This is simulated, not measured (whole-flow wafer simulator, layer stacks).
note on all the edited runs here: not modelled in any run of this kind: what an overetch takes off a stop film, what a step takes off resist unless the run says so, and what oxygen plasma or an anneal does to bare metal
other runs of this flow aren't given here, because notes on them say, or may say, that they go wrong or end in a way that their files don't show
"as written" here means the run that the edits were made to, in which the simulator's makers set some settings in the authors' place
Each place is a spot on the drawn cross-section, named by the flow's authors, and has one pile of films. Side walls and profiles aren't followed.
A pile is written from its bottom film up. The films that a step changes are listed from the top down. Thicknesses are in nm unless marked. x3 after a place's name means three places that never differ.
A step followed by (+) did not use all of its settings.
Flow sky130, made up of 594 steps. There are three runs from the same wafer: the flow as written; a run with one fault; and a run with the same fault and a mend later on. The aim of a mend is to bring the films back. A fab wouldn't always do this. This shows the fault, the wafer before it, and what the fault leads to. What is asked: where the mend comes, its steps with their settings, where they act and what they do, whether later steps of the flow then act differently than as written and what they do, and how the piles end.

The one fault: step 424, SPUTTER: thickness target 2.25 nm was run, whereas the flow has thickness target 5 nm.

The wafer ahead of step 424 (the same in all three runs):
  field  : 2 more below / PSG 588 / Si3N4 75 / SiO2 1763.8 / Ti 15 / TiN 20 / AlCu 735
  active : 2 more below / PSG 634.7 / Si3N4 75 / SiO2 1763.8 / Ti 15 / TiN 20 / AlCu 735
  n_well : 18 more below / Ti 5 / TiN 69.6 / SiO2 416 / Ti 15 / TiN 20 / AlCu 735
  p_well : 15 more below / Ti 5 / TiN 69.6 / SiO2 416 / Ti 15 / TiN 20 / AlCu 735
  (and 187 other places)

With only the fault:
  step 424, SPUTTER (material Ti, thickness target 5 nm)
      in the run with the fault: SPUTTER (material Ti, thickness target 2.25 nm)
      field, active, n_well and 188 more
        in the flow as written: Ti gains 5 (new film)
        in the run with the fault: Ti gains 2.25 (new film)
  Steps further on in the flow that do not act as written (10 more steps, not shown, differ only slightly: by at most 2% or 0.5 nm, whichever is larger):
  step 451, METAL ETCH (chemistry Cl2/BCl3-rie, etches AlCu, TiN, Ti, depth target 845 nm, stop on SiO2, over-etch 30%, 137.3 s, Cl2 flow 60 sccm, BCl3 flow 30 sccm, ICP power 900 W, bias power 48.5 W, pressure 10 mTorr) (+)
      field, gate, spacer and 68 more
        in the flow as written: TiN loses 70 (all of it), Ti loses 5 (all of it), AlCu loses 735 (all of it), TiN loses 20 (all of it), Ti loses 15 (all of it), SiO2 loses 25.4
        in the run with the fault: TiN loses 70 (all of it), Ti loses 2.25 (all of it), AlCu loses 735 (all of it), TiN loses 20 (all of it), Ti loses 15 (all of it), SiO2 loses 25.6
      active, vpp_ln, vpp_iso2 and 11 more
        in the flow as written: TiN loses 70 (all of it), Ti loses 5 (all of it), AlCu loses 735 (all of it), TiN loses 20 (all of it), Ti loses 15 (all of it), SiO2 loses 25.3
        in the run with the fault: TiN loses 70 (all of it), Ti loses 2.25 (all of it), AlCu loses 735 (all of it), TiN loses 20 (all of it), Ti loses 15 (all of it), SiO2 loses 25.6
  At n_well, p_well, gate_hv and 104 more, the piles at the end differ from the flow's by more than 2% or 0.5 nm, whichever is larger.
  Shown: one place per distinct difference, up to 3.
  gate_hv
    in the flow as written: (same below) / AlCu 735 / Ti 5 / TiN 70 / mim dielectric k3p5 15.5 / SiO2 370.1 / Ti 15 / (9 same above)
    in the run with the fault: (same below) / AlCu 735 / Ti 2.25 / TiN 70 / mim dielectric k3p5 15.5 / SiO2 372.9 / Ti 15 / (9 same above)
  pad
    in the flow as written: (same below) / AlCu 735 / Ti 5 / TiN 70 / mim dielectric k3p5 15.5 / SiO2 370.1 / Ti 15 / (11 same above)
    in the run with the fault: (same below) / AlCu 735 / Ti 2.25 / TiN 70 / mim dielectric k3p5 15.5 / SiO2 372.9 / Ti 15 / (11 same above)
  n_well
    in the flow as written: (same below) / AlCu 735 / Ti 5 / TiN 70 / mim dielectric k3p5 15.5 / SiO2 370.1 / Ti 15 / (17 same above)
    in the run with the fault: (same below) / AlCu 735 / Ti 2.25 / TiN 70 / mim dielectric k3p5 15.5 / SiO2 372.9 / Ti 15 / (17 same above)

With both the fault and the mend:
  The mend follows step 424.
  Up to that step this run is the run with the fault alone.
  step 424a, SPUTTER (material Ti, thickness target 2.75 nm) (a further turn of the flow's step 424, with different settings)
      field, active, n_well and 188 more
        Ti gains 2.75
  Every later step of the flow that is run acts as written at every place that is followed.
  The piles end the same as the flow's at every place that both follow.
